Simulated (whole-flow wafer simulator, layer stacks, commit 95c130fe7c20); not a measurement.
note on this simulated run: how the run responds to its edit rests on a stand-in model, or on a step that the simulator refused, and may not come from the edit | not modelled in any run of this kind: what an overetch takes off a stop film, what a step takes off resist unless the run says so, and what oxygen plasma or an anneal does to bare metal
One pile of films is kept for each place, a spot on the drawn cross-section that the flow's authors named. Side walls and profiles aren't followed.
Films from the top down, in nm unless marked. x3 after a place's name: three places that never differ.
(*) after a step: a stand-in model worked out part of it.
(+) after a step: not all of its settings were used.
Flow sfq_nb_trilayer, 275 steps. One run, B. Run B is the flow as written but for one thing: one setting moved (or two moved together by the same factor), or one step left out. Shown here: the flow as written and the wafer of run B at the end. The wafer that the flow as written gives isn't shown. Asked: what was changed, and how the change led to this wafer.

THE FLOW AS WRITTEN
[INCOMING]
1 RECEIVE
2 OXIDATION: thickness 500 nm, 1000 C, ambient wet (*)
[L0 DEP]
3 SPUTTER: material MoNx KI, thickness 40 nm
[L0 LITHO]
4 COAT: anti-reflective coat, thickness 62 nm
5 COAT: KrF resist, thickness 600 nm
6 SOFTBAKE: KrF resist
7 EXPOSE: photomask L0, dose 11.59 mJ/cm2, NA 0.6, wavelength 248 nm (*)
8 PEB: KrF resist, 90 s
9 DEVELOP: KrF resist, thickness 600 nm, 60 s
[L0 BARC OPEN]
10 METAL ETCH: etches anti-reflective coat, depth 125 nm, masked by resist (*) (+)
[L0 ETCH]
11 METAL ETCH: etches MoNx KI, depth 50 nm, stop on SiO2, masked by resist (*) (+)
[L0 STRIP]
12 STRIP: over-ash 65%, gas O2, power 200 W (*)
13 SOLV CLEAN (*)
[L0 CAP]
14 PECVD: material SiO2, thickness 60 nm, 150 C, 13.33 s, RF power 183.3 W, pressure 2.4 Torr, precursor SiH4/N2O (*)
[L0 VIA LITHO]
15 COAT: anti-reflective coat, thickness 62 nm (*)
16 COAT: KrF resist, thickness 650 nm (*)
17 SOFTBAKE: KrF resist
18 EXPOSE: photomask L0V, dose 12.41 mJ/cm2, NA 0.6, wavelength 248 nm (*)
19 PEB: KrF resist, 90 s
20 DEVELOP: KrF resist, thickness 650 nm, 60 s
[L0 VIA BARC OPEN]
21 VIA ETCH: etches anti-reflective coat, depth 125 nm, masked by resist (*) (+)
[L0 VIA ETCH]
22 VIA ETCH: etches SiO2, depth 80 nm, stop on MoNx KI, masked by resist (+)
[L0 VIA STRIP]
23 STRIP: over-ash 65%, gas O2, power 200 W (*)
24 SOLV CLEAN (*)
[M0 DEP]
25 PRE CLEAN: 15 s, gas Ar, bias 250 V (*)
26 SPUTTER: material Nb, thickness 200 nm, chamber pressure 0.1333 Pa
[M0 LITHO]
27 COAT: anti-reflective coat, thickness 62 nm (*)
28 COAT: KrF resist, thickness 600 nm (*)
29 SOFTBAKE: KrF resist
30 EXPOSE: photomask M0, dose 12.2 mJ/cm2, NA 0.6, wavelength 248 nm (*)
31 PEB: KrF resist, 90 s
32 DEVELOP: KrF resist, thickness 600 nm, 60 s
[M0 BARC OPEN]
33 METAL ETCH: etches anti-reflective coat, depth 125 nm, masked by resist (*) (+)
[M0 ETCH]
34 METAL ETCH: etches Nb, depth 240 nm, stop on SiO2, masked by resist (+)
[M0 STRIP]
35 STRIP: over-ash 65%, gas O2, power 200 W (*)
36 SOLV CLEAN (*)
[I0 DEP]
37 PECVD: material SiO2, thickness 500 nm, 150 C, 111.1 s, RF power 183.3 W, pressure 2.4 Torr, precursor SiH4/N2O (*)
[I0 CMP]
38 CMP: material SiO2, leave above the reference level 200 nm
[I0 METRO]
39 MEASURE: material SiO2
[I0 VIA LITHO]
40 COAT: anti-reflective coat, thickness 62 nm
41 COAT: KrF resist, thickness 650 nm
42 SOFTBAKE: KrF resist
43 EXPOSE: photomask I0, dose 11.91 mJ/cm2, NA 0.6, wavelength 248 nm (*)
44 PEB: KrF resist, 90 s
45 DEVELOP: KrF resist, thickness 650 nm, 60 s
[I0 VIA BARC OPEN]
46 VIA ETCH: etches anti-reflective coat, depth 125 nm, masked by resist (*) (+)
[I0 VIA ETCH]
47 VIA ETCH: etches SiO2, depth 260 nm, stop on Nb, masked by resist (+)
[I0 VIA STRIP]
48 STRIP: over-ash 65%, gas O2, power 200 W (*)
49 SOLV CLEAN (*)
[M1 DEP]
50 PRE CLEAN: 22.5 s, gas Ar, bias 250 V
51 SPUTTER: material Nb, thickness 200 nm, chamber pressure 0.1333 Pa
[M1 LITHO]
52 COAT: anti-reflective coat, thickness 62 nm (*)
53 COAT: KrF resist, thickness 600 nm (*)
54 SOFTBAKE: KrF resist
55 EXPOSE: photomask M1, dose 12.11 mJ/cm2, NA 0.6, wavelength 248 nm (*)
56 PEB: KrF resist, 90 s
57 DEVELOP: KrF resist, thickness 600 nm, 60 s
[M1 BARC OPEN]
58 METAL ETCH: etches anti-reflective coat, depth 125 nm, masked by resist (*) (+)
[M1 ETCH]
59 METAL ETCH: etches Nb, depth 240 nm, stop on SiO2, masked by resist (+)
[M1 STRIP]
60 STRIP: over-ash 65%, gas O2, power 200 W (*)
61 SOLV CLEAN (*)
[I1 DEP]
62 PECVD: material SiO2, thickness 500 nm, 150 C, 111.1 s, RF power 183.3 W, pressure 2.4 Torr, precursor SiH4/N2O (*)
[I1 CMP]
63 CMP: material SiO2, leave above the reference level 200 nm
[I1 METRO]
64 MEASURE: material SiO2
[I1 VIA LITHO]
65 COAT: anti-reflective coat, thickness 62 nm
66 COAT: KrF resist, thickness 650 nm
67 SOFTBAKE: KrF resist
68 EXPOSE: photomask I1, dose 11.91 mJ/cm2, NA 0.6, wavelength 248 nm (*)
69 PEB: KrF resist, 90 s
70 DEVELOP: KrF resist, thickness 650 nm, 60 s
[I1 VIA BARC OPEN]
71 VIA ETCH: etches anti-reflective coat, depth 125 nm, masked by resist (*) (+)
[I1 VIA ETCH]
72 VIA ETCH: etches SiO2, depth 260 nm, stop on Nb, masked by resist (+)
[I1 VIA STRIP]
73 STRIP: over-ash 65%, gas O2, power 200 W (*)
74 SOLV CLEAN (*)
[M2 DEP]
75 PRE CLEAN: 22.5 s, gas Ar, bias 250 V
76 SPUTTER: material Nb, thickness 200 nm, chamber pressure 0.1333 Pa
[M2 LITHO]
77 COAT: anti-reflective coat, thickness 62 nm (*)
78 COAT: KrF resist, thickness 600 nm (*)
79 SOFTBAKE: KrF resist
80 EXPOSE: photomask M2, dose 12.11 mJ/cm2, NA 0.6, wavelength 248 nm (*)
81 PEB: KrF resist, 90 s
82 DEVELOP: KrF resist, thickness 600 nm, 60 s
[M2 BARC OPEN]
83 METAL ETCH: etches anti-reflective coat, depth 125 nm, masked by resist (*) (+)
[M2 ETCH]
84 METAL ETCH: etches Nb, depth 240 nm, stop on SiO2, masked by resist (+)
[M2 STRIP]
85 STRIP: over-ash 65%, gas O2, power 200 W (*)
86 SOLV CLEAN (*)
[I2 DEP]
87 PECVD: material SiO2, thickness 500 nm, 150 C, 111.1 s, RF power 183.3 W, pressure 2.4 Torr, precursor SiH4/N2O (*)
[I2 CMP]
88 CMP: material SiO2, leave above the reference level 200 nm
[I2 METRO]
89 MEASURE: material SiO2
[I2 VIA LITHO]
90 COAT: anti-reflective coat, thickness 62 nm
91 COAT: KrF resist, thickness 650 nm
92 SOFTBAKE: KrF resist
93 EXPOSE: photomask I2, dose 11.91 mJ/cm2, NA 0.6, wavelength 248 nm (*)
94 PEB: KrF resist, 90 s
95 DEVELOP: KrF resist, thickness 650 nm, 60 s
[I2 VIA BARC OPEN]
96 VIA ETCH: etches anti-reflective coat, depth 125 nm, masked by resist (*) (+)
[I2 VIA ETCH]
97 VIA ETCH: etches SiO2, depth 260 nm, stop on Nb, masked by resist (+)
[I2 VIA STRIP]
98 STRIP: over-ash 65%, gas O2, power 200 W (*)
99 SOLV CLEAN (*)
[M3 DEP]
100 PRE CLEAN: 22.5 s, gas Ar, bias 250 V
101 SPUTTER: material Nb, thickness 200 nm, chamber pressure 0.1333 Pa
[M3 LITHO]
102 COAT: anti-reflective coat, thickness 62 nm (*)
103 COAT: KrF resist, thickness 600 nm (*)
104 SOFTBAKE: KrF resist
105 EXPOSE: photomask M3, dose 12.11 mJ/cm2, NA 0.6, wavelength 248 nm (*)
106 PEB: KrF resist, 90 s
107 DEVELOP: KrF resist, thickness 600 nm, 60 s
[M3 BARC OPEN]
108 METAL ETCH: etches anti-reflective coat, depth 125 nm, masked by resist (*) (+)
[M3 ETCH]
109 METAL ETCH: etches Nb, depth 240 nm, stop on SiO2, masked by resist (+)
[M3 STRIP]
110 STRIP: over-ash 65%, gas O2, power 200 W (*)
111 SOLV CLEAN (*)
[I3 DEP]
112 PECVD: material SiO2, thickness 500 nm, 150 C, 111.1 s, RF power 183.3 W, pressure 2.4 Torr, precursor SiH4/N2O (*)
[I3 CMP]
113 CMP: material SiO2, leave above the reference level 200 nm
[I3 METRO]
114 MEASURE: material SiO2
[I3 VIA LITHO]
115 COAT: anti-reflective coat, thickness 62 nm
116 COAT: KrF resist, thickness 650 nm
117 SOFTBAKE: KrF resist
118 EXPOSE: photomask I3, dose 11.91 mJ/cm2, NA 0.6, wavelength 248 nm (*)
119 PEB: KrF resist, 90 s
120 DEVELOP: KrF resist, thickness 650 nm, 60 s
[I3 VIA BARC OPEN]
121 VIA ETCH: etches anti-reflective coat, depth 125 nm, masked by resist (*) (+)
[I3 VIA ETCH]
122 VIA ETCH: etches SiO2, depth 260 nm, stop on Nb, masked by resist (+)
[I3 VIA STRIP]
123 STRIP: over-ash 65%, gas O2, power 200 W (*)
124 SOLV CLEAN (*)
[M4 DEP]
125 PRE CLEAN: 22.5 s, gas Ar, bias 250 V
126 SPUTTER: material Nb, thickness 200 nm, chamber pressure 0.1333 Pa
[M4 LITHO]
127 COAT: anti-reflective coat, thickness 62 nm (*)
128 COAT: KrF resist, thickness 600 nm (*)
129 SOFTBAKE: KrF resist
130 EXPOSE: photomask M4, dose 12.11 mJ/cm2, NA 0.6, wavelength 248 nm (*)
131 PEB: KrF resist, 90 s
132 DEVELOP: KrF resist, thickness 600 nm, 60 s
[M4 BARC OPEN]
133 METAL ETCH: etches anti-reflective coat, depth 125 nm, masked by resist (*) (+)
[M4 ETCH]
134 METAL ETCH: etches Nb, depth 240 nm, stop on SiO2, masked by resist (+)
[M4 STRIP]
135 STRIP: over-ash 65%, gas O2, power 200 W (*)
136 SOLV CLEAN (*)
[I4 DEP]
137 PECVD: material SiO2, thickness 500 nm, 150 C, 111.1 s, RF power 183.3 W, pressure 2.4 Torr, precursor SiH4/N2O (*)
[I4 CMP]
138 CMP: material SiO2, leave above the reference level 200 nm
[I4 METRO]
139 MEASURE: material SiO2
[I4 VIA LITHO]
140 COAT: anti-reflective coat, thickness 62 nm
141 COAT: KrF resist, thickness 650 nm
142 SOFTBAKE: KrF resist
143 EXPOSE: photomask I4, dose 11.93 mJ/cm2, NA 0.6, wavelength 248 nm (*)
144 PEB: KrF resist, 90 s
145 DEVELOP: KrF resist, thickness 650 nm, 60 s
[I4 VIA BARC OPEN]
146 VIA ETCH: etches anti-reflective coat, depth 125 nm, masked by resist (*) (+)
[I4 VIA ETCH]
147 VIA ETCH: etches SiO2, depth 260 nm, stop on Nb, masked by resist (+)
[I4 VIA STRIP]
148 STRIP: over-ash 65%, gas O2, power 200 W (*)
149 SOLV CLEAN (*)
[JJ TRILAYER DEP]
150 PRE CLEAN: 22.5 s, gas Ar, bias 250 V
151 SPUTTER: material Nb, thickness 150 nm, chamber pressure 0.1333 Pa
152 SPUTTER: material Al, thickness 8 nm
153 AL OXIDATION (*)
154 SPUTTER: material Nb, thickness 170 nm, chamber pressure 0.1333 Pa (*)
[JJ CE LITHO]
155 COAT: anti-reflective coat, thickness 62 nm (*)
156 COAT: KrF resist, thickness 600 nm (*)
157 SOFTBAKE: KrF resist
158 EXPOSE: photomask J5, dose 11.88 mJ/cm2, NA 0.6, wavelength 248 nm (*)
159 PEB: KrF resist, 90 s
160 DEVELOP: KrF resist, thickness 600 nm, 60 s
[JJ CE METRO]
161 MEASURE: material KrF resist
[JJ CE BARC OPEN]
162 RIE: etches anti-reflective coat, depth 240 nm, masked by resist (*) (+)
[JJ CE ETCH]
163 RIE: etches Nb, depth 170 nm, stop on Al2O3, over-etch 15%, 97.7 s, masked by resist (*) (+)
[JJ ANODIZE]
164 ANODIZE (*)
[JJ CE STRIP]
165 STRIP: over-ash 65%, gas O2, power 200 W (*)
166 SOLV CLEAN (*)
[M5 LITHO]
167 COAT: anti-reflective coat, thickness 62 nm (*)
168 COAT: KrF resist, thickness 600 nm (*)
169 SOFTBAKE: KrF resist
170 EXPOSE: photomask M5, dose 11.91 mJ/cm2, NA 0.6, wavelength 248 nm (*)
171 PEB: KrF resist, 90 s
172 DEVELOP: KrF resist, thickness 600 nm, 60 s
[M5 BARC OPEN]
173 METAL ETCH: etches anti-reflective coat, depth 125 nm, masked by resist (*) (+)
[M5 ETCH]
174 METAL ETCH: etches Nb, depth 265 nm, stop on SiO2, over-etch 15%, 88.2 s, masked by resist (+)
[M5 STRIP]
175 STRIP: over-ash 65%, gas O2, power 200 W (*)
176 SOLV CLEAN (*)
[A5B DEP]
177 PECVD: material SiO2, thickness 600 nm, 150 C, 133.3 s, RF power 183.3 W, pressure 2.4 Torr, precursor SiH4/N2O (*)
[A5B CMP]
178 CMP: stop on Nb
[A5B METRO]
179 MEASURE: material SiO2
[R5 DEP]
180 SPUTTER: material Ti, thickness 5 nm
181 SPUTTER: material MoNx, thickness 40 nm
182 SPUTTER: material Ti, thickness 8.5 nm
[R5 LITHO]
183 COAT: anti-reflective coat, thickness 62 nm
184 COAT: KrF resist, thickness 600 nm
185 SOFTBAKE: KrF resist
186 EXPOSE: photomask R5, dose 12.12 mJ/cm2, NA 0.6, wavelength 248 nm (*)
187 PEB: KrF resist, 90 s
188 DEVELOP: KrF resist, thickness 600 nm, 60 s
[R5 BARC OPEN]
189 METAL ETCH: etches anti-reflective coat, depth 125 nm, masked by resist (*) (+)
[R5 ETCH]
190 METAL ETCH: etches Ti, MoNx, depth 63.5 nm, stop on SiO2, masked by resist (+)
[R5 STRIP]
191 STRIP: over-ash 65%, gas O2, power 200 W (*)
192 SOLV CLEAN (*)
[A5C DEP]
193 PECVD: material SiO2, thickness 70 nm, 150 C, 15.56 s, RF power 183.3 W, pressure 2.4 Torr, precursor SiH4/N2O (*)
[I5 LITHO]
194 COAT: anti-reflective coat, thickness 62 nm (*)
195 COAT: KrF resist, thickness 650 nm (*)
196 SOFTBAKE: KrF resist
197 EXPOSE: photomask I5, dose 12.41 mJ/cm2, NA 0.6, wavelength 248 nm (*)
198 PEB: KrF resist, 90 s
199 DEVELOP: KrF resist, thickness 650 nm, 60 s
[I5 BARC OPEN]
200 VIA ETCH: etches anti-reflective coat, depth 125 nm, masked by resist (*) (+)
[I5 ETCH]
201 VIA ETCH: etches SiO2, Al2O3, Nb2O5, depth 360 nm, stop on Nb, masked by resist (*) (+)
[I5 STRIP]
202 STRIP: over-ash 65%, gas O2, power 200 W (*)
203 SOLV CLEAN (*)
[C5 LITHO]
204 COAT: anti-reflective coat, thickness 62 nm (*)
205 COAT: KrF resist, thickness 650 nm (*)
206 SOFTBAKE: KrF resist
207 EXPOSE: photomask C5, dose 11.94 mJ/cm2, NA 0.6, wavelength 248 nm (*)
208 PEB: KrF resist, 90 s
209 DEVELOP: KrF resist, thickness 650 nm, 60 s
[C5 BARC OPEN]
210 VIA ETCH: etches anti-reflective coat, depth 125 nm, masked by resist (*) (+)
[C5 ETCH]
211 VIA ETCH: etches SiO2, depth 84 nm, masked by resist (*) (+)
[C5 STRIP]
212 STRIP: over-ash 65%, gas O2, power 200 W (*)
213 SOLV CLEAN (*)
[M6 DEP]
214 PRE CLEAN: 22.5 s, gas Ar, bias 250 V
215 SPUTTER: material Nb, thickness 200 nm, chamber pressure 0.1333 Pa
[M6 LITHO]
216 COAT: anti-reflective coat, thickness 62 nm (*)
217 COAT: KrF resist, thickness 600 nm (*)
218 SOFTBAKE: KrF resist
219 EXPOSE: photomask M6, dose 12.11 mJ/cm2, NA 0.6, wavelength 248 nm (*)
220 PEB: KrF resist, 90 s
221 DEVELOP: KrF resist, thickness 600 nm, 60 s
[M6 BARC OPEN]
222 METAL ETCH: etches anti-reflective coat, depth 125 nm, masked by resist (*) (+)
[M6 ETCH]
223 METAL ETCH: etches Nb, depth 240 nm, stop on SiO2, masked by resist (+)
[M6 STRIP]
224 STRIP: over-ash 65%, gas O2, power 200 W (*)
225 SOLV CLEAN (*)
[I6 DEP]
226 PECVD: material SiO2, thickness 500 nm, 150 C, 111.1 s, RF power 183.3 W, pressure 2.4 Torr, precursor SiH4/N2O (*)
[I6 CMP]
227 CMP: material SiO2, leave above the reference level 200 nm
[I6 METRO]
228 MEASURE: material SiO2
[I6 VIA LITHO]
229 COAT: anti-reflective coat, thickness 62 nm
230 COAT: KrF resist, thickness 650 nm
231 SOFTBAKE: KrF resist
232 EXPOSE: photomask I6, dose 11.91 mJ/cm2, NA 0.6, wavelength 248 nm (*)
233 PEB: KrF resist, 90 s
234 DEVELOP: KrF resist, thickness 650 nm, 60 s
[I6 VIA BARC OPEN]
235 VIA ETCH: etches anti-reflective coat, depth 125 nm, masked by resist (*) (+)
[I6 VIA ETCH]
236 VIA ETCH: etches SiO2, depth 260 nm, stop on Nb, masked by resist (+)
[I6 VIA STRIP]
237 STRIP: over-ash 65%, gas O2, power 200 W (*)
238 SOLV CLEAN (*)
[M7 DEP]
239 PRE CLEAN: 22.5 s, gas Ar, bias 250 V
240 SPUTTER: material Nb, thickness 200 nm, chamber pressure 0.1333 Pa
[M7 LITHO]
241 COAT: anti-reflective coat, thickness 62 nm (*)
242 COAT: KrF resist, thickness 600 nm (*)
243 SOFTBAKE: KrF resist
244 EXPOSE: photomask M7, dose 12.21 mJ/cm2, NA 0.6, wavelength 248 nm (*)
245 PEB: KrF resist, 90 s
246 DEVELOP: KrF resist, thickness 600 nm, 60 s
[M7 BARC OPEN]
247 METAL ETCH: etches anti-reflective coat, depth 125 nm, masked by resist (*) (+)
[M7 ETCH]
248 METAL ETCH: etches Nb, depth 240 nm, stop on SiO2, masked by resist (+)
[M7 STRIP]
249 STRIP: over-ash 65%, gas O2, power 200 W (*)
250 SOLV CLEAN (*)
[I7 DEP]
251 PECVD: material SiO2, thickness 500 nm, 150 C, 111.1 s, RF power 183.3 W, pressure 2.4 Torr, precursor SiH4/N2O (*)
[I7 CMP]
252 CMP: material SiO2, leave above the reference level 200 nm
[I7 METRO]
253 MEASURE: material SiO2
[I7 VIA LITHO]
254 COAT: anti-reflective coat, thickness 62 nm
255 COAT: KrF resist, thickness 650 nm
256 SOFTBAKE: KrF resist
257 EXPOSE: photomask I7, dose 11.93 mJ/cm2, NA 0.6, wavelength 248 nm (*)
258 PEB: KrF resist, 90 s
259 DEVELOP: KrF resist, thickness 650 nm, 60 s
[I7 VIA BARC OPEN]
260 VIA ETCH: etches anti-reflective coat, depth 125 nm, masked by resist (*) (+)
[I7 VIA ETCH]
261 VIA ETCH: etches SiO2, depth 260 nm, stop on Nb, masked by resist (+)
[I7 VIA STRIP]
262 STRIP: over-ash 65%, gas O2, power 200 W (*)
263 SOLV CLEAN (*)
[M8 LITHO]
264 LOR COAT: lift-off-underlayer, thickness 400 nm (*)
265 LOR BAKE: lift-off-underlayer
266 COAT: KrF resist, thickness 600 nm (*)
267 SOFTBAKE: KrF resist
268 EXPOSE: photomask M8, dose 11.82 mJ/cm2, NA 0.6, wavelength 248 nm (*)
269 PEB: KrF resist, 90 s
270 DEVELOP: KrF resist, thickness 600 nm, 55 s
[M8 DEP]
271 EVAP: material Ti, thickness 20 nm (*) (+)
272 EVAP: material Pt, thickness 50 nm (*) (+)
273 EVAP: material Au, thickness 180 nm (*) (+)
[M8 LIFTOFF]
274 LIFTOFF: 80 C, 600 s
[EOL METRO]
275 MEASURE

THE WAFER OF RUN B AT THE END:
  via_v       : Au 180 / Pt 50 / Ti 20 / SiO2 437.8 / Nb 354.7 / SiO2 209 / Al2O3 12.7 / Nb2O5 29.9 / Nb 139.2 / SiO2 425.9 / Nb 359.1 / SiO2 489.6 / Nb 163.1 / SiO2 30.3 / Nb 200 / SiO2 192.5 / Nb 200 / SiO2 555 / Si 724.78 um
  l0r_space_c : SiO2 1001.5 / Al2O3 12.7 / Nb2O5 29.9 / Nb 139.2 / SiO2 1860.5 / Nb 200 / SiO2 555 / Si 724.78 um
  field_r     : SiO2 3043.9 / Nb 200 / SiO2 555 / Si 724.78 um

The cause: step 63, CMP: leave above the reference level 298 nm was run, where the flow has leave above the reference level 200 nm.

How the change led to this, step by step:
  63 CMP: material SiO2, leave above the reference level 200 nm
      lsp_m, ln_m6, lsp_r, l0_sur, l0v: nothing (as written it would be: SiO2 -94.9)
      field_l, be, be_sur and 72 more: SiO2 -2 (as written it would be: SiO2 -100)
      (and at 26 more places)
  72 VIA ETCH: etches SiO2, depth 260 nm, stop on Nb, masked by resist (+)
      via_v: SiO2 -260 (as written it would be: SiO2 -199.8 (all of it))
  75 PRE CLEAN: 22.5 s, gas Ar, bias 250 V
      via_v: SiO2 -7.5 (as written it would be: Nb -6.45)
  76 SPUTTER: material Nb, thickness 200 nm, chamber pressure 0.1333 Pa
      via_v: Nb +163.1 (new film) (as written it would be: Nb +174.5)
  77 COAT: anti-reflective coat, thickness 62 nm (*)
      via_sp: anti-reflective coat +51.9 (new film) (as written it would be: anti-reflective coat +53.2 (new film))
      via_v: anti-reflective coat +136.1 (new film) (as written it would be: anti-reflective coat +123.1 (new film))
      (and at 1 more place)
  78 COAT: KrF resist, thickness 600 nm (*)
      via_v: KrF resist +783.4 (new film) (as written it would be: KrF resist +733.7 (new film))
  85 STRIP: over-ash 65%, gas O2, power 200 W (*)
      via_sp: KrF resist -370.3 (all of it), anti-reflective coat -51.9 (all of it) (as written it would be: KrF resist -374.4 (all of it), anti-reflective coat -53.2 (all of it))
      via_v: KrF resist -565.3 (all of it), anti-reflective coat -136.1 (all of it) (as written it would be: KrF resist -515.8 (all of it), anti-reflective coat -123.1 (all of it))
      (and at 1 more place)
  87 PECVD: material SiO2, thickness 500 nm, 150 C, 111.1 s, RF power 183.3 W, pressure 2.4 Torr, precursor SiH4/N2O (*)
      via_v: SiO2 +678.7 (new film) (as written it would be: SiO2 +606 (new film))
  88 CMP: material SiO2, leave above the reference level 200 nm
      lsp_m, ln_m6, lsp_r, l0_sur, l0v: SiO2 -96.9 (as written it would be: SiO2 -100)
Counting metal films that touch as one body, via_v has 7 bodies (between them, from the top down: SiO2 437.8; SiO2 209 / Al2O3 12.7 / Nb2O5 29.9; SiO2 425.9; SiO2 489.6; SiO2 30.3; SiO2 192.5); the flow as written gives 6 bodies (between them, from the top down: SiO2 437.8; SiO2 209 / Al2O3 12.7 / Nb2O5 29.9; SiO2 425.9; SiO2 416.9; SiO2 192.5).
